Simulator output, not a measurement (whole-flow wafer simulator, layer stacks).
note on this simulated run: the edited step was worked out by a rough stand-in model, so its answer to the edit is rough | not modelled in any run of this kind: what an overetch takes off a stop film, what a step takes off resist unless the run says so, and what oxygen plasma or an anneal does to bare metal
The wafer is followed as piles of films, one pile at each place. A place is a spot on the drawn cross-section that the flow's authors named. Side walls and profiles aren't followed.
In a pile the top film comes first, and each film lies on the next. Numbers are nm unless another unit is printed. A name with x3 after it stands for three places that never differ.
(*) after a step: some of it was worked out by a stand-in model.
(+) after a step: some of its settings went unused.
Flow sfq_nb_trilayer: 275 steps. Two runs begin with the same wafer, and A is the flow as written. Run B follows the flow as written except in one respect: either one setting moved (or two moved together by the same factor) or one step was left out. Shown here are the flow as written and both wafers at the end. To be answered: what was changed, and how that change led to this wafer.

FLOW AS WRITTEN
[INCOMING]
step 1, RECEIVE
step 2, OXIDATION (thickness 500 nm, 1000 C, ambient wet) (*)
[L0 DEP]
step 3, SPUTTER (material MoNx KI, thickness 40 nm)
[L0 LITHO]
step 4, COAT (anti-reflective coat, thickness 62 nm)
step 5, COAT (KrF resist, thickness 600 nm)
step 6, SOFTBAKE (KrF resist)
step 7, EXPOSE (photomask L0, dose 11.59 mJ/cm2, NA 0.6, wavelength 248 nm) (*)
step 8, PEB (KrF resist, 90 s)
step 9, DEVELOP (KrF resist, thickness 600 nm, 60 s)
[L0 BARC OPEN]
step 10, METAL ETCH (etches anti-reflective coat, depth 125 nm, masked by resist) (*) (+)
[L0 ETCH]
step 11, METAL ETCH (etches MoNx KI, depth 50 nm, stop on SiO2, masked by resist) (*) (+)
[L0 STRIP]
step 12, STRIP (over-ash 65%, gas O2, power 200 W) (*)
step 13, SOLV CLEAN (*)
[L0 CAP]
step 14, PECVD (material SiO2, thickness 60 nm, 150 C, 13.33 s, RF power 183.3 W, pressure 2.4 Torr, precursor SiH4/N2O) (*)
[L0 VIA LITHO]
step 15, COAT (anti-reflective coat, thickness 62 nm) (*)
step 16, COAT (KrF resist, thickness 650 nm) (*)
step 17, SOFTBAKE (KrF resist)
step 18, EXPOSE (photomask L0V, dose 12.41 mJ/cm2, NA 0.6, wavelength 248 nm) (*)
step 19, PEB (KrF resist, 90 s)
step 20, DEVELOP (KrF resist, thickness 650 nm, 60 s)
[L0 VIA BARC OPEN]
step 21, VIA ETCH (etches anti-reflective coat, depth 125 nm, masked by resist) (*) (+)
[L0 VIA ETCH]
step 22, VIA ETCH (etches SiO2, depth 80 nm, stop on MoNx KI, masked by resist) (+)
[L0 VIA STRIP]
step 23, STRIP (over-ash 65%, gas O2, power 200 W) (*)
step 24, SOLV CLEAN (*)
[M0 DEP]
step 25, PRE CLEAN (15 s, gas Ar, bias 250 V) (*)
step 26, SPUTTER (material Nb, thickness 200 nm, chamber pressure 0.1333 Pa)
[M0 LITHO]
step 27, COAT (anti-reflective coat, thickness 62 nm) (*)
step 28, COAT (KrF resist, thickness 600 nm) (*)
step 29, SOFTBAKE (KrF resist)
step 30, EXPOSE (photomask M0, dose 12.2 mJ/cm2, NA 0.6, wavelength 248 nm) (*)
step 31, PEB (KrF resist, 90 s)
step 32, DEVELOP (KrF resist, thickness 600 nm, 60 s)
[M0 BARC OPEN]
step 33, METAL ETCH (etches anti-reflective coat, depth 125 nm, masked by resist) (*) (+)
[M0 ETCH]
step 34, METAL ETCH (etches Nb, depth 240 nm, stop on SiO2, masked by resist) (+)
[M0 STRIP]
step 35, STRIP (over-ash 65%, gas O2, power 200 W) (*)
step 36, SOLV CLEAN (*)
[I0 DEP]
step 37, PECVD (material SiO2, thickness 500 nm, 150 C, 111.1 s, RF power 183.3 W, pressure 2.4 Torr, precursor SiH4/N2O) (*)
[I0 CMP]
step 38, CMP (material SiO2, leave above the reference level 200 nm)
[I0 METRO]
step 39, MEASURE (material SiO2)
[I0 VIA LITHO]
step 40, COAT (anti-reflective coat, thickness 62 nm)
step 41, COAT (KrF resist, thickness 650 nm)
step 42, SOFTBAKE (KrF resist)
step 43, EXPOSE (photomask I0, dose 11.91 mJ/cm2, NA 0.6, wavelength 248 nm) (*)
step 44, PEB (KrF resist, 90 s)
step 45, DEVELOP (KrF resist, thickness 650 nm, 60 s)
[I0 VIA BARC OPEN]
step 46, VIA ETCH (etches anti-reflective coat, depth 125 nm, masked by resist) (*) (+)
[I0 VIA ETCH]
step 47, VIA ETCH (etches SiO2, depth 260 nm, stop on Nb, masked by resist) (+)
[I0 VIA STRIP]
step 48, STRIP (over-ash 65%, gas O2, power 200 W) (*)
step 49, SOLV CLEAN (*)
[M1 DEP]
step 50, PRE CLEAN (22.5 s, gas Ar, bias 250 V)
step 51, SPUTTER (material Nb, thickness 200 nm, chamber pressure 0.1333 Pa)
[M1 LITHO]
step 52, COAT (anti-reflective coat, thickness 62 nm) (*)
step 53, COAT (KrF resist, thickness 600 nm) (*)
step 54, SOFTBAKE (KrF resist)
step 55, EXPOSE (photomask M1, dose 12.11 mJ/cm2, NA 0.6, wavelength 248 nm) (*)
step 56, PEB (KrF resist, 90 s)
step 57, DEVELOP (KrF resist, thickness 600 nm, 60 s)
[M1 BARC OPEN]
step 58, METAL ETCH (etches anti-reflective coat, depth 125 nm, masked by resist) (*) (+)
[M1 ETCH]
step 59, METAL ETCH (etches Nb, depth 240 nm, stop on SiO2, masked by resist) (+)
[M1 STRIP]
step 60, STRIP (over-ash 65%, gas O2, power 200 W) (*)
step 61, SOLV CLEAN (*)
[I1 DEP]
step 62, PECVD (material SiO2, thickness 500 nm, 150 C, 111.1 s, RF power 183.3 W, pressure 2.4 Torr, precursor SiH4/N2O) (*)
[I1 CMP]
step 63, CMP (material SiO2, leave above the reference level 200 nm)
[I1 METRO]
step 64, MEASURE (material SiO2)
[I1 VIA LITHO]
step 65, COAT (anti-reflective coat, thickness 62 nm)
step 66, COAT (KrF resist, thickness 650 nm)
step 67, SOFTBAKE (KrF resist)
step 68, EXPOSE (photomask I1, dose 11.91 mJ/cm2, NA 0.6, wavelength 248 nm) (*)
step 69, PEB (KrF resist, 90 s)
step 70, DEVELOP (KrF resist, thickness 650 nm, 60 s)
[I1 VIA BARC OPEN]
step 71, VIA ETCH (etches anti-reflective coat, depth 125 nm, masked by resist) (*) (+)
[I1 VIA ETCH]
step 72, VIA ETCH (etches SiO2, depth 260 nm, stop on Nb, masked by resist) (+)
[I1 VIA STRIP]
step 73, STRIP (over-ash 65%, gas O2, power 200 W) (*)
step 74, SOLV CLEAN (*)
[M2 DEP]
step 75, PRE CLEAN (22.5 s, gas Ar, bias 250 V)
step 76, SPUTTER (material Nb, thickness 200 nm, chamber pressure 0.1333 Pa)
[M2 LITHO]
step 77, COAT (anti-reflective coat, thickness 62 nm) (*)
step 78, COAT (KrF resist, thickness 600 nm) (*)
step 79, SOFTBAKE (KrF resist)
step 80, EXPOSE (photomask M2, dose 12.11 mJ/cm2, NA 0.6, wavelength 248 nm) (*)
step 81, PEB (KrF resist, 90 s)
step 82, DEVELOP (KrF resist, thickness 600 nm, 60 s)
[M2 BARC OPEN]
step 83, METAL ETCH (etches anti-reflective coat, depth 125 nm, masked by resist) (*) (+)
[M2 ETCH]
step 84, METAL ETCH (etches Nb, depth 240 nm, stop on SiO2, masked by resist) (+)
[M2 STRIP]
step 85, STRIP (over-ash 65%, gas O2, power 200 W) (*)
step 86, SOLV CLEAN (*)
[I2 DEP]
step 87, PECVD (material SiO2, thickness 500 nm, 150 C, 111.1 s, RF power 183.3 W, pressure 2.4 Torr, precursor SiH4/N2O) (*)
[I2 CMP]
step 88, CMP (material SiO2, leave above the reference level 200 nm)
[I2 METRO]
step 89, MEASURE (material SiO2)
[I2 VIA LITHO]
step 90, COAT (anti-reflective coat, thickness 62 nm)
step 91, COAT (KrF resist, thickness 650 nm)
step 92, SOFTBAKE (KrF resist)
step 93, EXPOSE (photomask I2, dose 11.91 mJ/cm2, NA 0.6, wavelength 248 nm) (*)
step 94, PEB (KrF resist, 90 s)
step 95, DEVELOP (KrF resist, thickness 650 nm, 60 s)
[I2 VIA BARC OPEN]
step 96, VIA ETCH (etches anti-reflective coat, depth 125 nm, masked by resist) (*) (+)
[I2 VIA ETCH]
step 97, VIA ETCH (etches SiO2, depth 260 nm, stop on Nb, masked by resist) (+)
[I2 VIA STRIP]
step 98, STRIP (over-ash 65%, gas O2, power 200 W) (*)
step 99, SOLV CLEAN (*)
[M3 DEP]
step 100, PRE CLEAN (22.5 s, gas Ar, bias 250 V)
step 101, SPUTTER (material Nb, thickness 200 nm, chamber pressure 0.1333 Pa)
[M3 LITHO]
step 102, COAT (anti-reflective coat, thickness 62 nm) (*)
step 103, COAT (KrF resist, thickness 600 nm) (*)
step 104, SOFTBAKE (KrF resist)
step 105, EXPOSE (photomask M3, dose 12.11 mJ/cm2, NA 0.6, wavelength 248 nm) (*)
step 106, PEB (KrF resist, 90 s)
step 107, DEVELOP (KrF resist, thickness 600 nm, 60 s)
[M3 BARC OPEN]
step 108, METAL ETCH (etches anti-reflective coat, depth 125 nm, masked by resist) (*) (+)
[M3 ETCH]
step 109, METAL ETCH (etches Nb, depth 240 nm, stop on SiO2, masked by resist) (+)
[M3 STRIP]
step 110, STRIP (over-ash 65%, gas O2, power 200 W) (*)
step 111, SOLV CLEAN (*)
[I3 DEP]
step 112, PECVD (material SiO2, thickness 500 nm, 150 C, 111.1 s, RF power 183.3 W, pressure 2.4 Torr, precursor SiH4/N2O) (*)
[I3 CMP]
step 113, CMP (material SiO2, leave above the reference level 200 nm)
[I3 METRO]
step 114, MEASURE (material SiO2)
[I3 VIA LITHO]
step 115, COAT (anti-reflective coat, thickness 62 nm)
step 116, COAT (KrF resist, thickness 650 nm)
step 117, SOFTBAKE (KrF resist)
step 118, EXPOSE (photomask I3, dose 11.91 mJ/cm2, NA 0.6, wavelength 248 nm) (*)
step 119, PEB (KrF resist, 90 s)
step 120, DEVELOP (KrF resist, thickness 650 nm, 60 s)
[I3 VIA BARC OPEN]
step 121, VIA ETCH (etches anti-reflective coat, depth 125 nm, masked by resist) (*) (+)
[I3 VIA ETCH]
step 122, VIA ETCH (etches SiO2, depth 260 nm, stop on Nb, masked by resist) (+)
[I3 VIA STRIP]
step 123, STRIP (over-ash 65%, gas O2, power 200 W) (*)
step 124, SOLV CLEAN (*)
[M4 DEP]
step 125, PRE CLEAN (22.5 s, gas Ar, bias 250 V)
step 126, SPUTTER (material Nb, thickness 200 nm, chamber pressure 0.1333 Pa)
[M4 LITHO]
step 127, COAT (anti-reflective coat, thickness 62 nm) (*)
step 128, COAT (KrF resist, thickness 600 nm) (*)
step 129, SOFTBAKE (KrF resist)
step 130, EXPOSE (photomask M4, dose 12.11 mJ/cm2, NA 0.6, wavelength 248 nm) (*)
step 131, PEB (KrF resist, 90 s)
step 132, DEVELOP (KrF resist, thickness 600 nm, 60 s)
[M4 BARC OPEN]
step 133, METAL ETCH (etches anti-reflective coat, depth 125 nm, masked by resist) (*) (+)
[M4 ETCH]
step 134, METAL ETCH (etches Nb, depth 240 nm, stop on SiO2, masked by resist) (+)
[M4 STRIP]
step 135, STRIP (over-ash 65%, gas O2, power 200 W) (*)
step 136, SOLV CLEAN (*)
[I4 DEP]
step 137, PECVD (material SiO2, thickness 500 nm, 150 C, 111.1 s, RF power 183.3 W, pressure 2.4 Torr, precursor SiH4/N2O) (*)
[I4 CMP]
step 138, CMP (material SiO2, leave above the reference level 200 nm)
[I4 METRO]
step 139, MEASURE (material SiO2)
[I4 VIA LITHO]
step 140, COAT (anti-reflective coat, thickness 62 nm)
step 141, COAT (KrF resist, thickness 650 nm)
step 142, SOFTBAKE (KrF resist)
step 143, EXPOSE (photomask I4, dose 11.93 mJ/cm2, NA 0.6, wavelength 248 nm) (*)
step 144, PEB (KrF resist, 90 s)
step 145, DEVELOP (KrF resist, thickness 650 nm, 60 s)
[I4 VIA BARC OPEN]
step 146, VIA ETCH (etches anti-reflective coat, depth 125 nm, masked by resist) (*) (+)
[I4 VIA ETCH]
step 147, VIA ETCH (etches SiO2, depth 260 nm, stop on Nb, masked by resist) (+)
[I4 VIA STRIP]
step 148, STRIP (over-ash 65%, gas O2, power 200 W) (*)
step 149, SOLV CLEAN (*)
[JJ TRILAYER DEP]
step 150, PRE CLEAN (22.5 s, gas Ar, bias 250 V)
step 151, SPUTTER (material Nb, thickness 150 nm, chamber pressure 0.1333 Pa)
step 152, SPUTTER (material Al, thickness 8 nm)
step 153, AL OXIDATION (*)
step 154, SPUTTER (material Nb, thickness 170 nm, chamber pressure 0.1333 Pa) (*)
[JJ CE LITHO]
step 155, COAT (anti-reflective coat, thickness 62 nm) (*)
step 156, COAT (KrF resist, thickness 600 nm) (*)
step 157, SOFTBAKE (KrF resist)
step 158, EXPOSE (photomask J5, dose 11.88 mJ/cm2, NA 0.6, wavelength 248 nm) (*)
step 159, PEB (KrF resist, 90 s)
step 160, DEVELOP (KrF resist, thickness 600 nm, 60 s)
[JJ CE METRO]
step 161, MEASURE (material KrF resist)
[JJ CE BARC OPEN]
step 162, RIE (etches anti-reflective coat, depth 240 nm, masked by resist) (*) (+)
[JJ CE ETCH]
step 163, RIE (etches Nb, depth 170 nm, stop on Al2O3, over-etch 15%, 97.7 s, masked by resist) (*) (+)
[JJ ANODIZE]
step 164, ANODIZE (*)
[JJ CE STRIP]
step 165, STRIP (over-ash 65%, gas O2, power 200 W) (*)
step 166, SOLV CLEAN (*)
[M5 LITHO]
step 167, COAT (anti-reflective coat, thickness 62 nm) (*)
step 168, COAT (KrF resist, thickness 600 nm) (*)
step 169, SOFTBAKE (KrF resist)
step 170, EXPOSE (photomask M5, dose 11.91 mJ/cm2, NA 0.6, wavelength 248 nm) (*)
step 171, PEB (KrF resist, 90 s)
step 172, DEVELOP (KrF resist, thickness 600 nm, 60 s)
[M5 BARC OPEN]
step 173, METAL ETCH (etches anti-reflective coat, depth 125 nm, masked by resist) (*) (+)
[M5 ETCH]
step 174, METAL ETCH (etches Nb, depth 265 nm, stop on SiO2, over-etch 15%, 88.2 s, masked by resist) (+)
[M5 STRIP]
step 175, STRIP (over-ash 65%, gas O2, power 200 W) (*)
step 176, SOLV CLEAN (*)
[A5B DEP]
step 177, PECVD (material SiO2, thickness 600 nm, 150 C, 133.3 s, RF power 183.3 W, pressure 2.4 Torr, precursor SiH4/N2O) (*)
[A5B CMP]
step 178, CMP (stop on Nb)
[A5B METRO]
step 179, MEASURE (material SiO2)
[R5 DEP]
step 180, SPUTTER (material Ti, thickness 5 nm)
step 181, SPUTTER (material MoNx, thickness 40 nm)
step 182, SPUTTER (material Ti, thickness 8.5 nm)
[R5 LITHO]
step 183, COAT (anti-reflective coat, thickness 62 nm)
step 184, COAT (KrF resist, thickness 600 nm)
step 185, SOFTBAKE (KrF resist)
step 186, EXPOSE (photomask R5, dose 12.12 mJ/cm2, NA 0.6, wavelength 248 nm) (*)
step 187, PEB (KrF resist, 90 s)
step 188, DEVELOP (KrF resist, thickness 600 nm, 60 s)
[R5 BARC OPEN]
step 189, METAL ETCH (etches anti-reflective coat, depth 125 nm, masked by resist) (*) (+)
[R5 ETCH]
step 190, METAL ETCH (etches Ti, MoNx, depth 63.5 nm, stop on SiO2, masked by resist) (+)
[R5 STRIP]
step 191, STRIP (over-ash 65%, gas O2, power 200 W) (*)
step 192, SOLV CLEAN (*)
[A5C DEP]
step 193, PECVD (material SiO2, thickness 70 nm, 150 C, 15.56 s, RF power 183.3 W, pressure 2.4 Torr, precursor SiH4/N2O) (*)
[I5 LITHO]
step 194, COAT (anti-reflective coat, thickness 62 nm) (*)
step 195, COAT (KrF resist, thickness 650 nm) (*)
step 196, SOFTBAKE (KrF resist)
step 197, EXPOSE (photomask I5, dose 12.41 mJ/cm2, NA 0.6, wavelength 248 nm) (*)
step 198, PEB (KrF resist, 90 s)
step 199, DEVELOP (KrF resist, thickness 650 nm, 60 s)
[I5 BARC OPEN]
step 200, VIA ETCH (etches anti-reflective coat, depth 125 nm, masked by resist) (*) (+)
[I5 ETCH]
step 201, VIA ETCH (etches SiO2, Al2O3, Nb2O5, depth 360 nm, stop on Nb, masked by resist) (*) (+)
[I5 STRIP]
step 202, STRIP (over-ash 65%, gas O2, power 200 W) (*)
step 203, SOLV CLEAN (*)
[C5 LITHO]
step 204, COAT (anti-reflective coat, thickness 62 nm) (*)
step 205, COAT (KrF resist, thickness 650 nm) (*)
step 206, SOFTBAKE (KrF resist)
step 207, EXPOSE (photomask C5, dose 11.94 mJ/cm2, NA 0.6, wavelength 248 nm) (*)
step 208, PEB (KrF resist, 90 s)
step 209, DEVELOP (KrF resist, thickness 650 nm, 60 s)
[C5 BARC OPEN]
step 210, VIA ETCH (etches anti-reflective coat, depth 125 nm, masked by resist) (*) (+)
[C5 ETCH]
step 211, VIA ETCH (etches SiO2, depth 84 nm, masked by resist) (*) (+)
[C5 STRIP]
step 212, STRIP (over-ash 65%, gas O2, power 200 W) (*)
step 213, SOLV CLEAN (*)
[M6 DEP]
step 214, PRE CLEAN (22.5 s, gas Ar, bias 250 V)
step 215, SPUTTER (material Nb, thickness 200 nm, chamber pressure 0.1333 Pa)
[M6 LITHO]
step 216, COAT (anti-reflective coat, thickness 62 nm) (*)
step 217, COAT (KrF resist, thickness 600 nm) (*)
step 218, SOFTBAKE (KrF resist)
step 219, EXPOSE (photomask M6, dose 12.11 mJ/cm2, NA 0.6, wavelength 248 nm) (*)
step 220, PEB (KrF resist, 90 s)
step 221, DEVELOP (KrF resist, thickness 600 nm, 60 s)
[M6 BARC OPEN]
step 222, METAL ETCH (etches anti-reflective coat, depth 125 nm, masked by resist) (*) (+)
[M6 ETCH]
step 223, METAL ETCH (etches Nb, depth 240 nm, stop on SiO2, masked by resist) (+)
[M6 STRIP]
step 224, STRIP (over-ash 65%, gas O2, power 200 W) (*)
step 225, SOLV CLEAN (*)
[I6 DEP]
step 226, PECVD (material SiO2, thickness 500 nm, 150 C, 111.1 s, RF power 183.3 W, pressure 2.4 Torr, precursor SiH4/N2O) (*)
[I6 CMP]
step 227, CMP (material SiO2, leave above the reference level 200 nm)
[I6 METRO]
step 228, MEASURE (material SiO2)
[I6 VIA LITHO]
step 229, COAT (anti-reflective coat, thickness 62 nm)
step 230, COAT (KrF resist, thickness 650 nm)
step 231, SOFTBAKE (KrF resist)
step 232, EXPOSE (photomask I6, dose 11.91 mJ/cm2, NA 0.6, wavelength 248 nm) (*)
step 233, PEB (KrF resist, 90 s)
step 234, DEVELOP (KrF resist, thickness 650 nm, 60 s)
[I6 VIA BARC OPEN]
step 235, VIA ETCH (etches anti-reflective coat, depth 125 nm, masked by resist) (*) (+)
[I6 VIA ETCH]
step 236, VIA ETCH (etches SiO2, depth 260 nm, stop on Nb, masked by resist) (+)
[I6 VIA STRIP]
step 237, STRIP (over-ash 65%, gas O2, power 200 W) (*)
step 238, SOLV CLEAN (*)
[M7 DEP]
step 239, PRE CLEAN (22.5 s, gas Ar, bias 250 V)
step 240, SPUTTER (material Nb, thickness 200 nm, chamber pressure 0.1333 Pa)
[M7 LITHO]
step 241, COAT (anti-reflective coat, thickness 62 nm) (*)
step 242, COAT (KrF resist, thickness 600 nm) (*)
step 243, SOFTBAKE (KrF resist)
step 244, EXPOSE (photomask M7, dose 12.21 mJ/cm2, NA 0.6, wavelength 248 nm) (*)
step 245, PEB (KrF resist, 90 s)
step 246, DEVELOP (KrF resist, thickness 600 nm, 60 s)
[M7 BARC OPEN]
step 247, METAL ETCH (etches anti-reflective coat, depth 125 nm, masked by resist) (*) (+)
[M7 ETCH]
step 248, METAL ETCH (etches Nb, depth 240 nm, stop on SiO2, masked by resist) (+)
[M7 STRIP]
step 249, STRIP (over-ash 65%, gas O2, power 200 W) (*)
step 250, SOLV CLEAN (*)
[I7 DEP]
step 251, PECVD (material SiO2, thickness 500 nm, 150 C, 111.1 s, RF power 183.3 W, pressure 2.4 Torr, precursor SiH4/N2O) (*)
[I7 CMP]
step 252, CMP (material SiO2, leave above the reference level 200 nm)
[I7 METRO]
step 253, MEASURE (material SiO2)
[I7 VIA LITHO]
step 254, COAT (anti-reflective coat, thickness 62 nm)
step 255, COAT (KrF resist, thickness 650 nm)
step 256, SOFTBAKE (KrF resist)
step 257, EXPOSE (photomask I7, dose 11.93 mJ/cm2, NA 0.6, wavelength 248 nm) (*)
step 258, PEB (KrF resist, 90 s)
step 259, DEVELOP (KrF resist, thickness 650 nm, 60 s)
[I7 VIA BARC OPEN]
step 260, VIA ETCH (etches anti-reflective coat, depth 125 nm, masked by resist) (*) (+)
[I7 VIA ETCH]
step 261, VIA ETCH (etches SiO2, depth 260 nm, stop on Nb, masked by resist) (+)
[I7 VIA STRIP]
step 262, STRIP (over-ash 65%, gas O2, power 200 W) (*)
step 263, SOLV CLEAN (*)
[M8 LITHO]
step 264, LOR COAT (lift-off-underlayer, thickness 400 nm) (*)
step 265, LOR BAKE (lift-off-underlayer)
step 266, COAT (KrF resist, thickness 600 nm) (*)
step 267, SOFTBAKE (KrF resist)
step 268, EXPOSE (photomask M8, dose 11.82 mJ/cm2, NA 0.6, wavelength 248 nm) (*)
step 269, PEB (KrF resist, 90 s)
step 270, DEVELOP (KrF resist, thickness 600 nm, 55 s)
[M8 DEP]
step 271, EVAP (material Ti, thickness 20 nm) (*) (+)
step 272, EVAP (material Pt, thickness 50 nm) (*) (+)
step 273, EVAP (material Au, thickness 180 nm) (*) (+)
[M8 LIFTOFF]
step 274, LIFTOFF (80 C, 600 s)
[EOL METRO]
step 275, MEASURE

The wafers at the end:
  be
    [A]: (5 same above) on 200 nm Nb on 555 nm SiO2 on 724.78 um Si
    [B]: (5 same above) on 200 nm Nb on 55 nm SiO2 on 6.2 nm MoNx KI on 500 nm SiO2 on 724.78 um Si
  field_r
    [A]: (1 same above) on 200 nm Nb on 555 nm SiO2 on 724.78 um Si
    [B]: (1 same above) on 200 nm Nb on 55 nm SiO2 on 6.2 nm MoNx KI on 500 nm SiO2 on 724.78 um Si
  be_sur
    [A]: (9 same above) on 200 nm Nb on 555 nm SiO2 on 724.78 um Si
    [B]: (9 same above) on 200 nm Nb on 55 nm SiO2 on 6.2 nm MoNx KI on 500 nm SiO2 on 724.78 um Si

What caused this: step 11, METAL ETCH: depth 33.8 nm was run, though the flow has depth 50 nm.

Step by step, how the change led to this:
  step 11, METAL ETCH (etches MoNx KI, depth 50 nm, stop on SiO2, masked by resist) (*) (+)
      v_sur, via_wl, via_w and 97 more: A MoNx KI loses 40 (all of it) | B MoNx KI loses 33.8
      field_l, l0_sur, l0v, l0r_line_l, l0r_line_c, l0r_line_r: A KrF resist loses 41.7 | B KrF resist loses 28.2
  step 12, STRIP (over-ash 65%, gas O2, power 200 W) (*)
      field_l, l0_sur, l0v, l0r_line_l, l0r_line_c, l0r_line_r: A KrF resist loses 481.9 (all of it), anti-reflective coat loses 62 (all of it) | B KrF resist loses 495.4 (all of it), anti-reflective coat loses 62 (all of it)
  step 14, PECVD (material SiO2, thickness 60 nm, 150 C, 13.33 s, RF power 183.3 W, pressure 2.4 Torr, precursor SiH4/N2O) (*)
      v_sur, via_wl, via_w and 97 more: A SiO2 gains 60 | B SiO2 gains 60 (new film)
  step 15, COAT (anti-reflective coat, thickness 62 nm) (*)
      v_sur: A anti-reflective coat gains 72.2 (new film) | B anti-reflective coat gains 70.7 (new film)
      l0r_space_c: A anti-reflective coat gains 77.2 (new film) | B anti-reflective coat gains 74.9 (new film)
  step 23, STRIP (over-ash 65%, gas O2, power 200 W) (*)
      v_sur: A KrF resist loses 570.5 (all of it), anti-reflective coat loses 72.2 (all of it) | B KrF resist loses 568.7 (all of it), anti-reflective coat loses 70.7 (all of it)
      l0r_space_c: A KrF resist loses 576.8 (all of it), anti-reflective coat loses 77.2 (all of it) | B KrF resist loses 574.1 (all of it), anti-reflective coat loses 74.9 (all of it)
  step 27, COAT (anti-reflective coat, thickness 62 nm) (*)
      v_sur: A anti-reflective coat gains 72.3 (new film) | B anti-reflective coat gains 70.8 (new film)
      l0r_space_c: A anti-reflective coat gains 78 (new film) | B anti-reflective coat gains 75.4 (new film)
  step 35, STRIP (over-ash 65%, gas O2, power 200 W) (*)
      v_sur: A KrF resist loses 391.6 (all of it), anti-reflective coat loses 72.3 (all of it) | B KrF resist loses 390.1 (all of it), anti-reflective coat loses 70.8 (all of it)
      l0r_space_c: A KrF resist loses 397.6 (all of it), anti-reflective coat loses 78 (all of it) | B KrF resist loses 395.2 (all of it), anti-reflective coat loses 75.4 (all of it)
  step 38, CMP (material SiO2, leave above the reference level 200 nm)
      l0v: A SiO2 loses 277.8 | B SiO2 loses 271.6
If metal films that touch count as one body, be has 4 bodies (between them, from the top down: SiO2 503.2; SiO2 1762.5; SiO2 55); the flow as written gives 3 bodies (between them, from the top down: SiO2 503.2; SiO2 1762.5).
If metal films that touch count as one body, field_r has 2 bodies (between them, from the top down: SiO2 55); the flow as written gives 1 body.
If metal films that touch count as one body, be_sur has 5 bodies (between them, from the top down: SiO2 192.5; SiO2 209 / Al2O3 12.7 / Nb2O5 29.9; SiO2 1762.5; SiO2 55); the flow as written gives 4 bodies (between them, from the top down: SiO2 192.5; SiO2 209 / Al2O3 12.7 / Nb2O5 29.9; SiO2 1762.5).
